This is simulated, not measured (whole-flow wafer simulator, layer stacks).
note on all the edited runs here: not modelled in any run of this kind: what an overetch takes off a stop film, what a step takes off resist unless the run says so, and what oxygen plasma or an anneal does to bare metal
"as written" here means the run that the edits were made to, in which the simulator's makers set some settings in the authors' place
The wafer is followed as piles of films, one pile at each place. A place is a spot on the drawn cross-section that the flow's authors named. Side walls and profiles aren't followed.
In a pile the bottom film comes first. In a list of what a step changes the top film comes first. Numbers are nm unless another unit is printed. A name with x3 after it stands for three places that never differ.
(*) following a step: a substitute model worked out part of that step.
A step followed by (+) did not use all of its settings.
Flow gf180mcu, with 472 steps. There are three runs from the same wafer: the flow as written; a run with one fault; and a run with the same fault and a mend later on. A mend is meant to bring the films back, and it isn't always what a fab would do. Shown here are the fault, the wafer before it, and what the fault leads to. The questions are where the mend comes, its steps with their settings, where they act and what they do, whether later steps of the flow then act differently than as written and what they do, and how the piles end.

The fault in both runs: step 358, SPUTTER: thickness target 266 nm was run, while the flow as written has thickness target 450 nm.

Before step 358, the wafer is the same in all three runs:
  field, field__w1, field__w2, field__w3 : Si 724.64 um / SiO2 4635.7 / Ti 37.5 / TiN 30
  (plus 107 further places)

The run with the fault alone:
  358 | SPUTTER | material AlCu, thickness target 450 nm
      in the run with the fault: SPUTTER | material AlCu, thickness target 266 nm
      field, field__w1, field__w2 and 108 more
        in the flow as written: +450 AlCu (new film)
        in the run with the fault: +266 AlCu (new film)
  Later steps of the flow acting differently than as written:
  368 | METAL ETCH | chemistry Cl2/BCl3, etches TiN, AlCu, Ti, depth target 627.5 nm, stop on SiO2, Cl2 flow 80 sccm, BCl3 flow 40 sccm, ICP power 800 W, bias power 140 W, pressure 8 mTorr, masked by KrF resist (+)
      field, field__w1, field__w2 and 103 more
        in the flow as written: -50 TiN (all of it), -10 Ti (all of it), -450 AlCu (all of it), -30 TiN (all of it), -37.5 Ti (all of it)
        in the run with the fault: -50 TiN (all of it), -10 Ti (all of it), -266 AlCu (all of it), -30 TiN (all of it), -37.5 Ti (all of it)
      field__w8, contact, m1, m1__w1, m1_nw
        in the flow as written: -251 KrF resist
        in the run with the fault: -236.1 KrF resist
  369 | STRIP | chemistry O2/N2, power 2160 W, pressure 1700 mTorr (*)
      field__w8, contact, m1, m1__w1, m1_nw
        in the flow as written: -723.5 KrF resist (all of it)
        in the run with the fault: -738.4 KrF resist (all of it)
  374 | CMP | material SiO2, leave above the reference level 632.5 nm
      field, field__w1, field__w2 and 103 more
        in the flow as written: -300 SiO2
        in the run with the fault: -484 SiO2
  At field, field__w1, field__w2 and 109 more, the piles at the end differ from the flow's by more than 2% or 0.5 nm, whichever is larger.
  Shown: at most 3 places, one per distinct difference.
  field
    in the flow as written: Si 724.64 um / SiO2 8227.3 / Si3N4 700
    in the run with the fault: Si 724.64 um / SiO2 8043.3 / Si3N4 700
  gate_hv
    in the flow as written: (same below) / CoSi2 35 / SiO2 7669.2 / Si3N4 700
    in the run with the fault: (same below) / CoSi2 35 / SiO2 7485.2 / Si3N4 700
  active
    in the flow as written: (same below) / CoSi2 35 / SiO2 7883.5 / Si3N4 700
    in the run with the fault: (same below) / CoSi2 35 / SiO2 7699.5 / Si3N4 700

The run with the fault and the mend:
  The mend stands after step 358.
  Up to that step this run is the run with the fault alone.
  358a | SPUTTER | material AlCu, thickness target 184 nm (a further turn of the flow's step 358, with different settings)
      field, field__w1, field__w2 and 108 more
        +184 AlCu
  Later steps of the flow that are run all act as written at every place that is followed.
  The piles end the same as the flow's at every place that both follow.
